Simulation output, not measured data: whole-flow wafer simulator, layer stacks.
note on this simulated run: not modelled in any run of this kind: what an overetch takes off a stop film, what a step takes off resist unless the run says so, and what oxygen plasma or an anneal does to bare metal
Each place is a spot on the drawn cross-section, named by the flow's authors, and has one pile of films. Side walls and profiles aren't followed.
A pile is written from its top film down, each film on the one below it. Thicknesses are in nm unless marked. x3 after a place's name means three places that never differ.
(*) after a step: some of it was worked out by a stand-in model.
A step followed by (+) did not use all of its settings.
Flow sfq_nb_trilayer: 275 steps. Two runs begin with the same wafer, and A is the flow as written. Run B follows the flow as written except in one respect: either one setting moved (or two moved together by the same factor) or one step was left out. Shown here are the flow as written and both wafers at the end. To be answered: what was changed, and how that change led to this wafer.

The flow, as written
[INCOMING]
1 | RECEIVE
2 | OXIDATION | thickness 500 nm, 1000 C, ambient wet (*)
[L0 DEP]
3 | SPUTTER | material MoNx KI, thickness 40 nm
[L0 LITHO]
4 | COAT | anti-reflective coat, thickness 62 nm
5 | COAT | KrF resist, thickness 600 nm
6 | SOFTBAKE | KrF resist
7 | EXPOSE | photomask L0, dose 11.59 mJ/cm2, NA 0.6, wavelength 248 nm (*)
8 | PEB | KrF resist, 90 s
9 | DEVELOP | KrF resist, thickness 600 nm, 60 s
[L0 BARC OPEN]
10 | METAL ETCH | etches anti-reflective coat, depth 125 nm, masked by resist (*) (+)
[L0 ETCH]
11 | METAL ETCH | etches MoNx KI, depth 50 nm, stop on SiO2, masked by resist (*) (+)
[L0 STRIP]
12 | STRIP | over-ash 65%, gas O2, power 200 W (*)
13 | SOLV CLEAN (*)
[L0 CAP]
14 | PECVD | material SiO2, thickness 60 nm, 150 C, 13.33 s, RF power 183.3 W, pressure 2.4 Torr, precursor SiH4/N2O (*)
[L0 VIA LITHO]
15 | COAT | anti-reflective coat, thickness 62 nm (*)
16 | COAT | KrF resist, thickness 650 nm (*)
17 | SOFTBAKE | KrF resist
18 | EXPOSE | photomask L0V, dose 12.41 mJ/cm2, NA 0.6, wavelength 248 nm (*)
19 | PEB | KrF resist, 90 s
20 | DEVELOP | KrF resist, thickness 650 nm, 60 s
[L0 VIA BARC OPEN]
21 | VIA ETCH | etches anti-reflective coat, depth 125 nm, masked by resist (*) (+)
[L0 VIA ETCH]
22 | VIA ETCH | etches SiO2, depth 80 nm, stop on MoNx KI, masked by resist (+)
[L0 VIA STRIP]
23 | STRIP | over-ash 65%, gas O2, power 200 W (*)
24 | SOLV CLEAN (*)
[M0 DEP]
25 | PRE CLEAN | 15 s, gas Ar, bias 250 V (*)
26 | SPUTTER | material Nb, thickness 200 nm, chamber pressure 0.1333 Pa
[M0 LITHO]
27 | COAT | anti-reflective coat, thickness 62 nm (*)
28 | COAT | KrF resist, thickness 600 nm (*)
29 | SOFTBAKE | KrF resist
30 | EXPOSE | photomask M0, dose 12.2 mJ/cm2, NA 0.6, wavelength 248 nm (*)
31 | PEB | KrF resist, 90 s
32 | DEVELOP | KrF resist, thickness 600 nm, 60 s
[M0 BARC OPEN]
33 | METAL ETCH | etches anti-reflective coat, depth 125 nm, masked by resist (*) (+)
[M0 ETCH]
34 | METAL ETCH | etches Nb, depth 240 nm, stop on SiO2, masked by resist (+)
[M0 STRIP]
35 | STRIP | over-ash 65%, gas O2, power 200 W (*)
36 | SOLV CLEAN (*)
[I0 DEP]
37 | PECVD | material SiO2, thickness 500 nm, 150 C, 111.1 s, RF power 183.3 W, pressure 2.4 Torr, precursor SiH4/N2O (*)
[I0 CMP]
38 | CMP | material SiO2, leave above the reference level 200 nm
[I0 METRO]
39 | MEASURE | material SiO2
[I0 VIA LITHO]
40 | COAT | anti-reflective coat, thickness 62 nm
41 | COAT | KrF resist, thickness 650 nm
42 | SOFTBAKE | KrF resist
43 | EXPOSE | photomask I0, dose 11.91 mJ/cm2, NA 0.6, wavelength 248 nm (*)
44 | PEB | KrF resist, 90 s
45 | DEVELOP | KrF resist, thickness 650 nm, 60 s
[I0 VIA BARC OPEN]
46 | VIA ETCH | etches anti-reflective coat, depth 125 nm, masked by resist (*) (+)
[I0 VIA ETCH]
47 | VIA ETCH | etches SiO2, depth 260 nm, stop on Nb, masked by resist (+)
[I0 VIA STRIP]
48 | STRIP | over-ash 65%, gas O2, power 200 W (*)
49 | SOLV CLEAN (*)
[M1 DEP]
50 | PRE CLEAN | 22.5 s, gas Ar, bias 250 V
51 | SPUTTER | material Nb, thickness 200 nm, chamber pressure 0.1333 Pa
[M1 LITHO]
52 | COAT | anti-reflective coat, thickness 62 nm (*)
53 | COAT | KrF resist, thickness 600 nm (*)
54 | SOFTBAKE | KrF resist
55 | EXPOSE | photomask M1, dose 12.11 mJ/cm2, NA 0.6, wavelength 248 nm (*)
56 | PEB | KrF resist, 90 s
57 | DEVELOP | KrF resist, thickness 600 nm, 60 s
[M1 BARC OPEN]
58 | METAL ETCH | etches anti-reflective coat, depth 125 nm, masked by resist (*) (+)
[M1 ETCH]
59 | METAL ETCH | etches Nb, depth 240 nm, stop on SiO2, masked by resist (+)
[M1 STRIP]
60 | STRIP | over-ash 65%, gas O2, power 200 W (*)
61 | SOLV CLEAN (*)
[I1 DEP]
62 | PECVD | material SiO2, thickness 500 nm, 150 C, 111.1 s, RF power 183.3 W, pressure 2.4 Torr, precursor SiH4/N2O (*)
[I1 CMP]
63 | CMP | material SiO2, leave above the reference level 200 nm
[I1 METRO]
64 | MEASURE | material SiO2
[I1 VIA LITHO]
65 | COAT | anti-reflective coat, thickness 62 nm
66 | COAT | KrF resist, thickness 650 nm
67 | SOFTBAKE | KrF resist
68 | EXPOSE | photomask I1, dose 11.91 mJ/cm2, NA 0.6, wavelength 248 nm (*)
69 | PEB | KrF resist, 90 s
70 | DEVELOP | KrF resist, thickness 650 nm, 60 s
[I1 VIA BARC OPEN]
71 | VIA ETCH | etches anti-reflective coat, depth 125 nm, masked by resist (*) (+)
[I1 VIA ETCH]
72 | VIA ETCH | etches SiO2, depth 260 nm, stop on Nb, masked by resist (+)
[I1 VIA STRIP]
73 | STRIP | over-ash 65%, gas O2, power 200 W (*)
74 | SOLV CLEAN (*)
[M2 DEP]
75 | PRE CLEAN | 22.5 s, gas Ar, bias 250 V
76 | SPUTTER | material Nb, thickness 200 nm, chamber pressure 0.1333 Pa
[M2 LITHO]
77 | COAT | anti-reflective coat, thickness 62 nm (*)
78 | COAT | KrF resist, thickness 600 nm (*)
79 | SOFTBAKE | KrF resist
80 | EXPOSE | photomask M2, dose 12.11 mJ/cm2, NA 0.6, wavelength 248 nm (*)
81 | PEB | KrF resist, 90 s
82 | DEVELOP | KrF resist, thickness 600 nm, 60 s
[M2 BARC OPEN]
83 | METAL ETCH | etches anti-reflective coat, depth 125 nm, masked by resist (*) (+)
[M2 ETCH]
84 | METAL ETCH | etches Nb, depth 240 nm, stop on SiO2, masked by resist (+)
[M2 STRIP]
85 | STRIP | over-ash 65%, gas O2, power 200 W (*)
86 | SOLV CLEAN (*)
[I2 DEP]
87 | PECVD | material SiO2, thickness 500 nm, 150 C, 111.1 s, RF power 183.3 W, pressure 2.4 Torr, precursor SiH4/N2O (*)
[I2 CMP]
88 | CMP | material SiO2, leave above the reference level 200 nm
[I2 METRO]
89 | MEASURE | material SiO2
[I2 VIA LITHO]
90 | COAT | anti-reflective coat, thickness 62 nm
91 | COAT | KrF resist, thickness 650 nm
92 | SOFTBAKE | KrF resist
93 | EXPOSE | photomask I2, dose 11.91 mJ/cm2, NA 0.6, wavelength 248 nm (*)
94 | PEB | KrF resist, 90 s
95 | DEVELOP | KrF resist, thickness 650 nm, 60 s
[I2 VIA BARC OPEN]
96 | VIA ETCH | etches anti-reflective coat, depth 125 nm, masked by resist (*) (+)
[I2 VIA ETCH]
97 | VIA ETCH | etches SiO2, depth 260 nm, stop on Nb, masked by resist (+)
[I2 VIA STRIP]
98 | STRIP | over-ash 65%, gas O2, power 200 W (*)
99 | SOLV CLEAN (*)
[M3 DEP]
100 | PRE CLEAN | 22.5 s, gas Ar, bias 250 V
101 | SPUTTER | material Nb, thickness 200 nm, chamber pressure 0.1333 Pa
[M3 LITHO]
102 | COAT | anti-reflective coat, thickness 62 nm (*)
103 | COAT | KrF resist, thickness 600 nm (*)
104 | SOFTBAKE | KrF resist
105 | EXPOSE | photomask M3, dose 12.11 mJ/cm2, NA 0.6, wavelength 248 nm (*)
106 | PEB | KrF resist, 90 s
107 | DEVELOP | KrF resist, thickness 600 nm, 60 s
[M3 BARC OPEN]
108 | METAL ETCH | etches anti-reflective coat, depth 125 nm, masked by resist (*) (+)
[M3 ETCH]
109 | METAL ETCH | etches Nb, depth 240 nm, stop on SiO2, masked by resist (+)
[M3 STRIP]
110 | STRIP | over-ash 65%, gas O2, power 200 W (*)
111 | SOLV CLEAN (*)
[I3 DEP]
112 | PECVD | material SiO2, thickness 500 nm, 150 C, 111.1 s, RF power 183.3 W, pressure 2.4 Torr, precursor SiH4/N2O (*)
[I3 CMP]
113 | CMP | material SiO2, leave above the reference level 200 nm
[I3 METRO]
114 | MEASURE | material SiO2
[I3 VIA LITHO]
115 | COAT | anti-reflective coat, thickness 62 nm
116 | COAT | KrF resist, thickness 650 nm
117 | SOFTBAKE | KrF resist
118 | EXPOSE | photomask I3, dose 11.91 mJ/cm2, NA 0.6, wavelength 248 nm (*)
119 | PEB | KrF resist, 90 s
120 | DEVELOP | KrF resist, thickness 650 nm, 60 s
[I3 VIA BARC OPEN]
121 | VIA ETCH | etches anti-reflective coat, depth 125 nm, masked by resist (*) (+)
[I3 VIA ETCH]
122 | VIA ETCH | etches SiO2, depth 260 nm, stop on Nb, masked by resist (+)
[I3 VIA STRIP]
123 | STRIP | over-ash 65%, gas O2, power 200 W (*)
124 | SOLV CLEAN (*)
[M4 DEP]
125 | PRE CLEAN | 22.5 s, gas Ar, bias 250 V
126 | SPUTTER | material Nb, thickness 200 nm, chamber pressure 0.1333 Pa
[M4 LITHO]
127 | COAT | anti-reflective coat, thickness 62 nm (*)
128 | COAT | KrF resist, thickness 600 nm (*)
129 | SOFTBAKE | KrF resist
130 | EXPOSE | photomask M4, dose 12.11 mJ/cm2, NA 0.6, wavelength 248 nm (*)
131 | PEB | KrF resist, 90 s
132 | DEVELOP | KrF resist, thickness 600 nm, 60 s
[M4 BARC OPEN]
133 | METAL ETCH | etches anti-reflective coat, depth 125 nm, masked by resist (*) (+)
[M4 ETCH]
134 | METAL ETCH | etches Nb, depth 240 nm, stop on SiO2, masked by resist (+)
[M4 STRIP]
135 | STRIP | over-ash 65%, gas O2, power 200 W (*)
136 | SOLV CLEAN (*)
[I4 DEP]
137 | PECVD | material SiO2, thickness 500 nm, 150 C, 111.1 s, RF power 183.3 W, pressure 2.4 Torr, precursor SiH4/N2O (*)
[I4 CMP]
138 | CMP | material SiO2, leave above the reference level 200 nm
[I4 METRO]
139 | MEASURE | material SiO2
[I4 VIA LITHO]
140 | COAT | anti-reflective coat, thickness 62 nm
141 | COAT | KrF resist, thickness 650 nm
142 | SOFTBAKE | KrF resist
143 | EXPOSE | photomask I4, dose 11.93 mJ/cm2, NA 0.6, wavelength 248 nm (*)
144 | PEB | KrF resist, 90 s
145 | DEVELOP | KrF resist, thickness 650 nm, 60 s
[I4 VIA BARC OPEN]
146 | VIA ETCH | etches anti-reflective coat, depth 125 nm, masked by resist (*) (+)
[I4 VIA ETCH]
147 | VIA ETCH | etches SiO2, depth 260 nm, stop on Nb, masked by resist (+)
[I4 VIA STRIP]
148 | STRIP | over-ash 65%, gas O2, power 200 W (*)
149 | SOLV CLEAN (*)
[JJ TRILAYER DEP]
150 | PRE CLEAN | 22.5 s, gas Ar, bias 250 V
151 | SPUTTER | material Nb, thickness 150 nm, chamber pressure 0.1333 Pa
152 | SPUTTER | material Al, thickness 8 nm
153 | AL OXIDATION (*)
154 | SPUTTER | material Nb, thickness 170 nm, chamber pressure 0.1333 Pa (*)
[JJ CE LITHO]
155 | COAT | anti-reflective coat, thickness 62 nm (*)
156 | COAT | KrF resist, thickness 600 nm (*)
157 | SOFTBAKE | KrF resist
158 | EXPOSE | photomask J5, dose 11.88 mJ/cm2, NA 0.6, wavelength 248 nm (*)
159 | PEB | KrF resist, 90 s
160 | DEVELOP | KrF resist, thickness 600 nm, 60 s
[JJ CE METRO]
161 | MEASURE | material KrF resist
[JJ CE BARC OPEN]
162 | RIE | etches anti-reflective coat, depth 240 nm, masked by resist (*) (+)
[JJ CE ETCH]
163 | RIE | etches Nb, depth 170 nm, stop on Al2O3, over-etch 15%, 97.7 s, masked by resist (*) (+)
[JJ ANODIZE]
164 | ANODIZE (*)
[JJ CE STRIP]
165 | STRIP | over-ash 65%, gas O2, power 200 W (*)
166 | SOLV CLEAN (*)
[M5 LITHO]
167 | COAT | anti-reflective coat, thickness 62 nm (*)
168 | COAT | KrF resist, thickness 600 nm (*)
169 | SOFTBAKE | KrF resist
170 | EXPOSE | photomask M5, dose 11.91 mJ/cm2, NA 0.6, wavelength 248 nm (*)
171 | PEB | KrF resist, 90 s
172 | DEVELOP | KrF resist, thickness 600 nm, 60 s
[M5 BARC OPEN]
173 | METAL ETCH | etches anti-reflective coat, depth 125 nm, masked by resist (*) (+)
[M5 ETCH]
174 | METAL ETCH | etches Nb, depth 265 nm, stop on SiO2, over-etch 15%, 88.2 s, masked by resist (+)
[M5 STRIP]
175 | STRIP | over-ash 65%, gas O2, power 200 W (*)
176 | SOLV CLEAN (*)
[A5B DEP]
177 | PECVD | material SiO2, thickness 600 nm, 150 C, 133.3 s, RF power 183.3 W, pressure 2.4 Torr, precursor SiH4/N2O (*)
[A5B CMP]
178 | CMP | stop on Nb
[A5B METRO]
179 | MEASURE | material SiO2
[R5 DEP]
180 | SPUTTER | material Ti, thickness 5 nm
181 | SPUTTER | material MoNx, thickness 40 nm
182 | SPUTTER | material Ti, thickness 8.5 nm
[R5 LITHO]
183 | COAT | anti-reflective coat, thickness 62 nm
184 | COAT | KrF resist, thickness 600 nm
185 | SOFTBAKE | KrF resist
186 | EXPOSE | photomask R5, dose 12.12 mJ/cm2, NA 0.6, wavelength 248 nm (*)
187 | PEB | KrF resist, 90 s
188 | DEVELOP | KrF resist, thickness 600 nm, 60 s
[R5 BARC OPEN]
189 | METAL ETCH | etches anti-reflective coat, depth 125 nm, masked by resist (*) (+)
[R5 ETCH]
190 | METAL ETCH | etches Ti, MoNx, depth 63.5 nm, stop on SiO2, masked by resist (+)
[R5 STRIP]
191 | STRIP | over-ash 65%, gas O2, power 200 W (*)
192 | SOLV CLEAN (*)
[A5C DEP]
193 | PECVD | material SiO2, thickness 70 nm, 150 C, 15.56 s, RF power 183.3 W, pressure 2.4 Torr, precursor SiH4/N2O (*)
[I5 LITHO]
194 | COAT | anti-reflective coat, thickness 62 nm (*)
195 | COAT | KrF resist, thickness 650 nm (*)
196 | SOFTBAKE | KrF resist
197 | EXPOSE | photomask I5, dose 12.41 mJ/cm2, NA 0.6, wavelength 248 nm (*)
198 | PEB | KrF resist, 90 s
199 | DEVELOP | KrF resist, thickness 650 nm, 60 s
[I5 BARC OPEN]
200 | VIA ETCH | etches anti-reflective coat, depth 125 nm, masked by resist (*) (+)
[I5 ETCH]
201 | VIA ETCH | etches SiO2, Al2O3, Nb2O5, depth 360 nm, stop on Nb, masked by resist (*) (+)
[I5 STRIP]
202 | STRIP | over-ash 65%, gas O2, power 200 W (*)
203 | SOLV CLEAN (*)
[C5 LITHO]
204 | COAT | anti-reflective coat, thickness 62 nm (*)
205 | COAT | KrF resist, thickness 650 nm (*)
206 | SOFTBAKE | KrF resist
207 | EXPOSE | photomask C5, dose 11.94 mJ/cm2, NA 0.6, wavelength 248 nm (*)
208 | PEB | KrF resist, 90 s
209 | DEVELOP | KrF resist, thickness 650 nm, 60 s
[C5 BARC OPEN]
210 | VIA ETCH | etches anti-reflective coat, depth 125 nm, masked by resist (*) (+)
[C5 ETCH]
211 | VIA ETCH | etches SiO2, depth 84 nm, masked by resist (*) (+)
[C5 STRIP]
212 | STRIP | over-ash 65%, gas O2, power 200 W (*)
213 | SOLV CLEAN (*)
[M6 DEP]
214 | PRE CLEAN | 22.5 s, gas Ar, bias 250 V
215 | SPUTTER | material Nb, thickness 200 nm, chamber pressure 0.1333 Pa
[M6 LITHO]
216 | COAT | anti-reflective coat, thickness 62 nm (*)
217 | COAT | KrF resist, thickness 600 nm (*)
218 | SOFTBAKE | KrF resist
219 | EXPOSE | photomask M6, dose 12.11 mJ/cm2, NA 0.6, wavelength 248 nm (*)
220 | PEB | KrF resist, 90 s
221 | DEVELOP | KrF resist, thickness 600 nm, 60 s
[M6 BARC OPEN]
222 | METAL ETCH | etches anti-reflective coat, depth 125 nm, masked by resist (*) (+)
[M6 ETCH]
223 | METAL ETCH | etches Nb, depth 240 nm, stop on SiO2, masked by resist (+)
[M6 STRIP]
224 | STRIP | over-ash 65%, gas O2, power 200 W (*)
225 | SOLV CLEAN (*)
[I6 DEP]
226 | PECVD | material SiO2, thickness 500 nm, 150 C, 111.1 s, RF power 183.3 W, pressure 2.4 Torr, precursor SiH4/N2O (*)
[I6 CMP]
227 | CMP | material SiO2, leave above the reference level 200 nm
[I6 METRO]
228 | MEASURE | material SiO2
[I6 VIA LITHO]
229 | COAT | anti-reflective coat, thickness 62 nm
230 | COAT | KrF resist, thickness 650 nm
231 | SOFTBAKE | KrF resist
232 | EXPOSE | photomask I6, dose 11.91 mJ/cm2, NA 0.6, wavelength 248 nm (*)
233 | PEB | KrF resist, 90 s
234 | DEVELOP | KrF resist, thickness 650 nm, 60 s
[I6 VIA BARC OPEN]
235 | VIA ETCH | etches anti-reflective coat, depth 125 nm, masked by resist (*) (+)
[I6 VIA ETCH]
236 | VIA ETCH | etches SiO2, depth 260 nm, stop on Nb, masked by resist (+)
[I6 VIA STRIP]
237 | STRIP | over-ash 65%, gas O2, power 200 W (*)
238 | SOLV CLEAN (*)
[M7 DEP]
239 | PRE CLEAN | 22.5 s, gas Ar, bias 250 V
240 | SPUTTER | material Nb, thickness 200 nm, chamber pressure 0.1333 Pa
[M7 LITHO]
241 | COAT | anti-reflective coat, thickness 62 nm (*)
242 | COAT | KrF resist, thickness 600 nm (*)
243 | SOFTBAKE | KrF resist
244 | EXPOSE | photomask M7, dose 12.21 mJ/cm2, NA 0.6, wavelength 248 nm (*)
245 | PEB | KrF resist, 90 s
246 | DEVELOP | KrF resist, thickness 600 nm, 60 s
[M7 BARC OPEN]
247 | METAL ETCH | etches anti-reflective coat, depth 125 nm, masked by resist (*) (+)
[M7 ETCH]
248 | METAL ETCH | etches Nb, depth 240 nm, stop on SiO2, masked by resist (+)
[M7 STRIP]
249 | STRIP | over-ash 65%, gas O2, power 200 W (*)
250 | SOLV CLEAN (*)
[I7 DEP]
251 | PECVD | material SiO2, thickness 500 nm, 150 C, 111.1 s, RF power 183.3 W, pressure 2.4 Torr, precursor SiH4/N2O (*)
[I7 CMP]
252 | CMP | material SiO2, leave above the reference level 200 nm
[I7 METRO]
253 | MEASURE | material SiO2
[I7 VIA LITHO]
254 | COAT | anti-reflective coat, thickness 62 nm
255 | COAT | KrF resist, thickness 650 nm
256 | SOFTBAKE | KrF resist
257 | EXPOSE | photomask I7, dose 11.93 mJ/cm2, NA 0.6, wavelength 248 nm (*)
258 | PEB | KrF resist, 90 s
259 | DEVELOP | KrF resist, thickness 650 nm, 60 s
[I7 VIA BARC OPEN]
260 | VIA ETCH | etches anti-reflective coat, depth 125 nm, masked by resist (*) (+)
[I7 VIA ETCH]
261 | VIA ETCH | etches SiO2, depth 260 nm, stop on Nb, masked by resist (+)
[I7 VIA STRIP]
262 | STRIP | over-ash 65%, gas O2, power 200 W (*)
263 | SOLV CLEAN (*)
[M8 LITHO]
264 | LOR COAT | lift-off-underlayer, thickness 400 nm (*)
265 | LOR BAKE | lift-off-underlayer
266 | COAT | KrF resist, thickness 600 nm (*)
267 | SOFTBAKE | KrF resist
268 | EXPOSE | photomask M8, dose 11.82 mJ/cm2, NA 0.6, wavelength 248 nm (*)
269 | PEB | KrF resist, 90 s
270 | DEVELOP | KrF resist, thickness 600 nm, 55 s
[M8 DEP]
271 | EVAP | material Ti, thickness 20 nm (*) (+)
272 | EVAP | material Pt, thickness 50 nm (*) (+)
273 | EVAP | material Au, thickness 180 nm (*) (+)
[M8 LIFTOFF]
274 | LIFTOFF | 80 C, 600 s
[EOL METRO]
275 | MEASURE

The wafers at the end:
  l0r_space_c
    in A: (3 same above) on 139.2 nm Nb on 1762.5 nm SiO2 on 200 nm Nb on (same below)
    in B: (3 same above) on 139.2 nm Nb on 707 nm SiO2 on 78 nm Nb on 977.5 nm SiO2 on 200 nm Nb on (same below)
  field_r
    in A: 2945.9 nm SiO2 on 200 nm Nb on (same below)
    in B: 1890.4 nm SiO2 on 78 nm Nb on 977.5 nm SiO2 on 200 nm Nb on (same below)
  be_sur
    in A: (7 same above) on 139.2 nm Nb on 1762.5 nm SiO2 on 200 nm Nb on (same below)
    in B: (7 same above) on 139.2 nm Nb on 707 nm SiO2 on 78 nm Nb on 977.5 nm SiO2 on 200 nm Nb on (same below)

Cause: step 109, METAL ETCH: depth 122 nm was run, while the flow as written has depth 240 nm.

Step by step, how the change led to this:
  109 | METAL ETCH | etches Nb, depth 240 nm, stop on SiO2, masked by resist (+)
      field_l, be, be_sur and 72 more: A -200 Nb (all of it) | B -122 Nb
      v_sur, via_wl, via_w and 28 more: A -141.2 KrF resist | B -71.8 KrF resist
  110 | STRIP | over-ash 65%, gas O2, power 200 W (*)
      p4_w1, p4_w2, p4_w3 and 21 more: A -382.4 KrF resist (all of it), -62 anti-reflective coat (all of it) | B -451.8 KrF resist (all of it), -62 anti-reflective coat (all of it)
      via_wl, via_wr: A -384.2 KrF resist (all of it), -34.2 anti-reflective coat (all of it) | B -453.6 KrF resist (all of it), -34.2 anti-reflective coat (all of it)
      (also at 5 further places)
  112 | PECVD | material SiO2, thickness 500 nm, 150 C, 111.1 s, RF power 183.3 W, pressure 2.4 Torr, precursor SiH4/N2O (*)
      field_l, be, be_sur and 64 more: A +500 SiO2 | B +500 SiO2 (new film)
      p4_g1, p4_g2, p3_s0, p3_s1, p3_s2, p3_s3, p3_s4, p3_s5: A +557.1 SiO2 | B +500 SiO2 (new film)
  113 | CMP | material SiO2, leave above the reference level 200 nm
      field_l, be, be_sur and 64 more: A -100 SiO2 | B -178 SiO2
      p4_g1, p4_g2, p3_s0, p3_s1, p3_s2, p3_s3, p3_s4, p3_s5: A -157.1 SiO2 | B -178 SiO2
Taking metal films that touch as one body, l0r_space_c has 3 bodies (between them, from the top down: SiO2 707; SiO2 977.5); the flow as written gives 2 bodies (between them, from the top down: SiO2 1762.5).
Taking metal films that touch as one body, field_r has 2 bodies (between them, from the top down: SiO2 977.5); the flow as written gives 1 body.
Taking metal films that touch as one body, be_sur has 5 bodies (between them, from the top down: SiO2 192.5; SiO2 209 / Al2O3 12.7 / Nb2O5 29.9; SiO2 707; SiO2 977.5); the flow as written gives 4 bodies (between them, from the top down: SiO2 192.5; SiO2 209 / Al2O3 12.7 / Nb2O5 29.9; SiO2 1762.5).
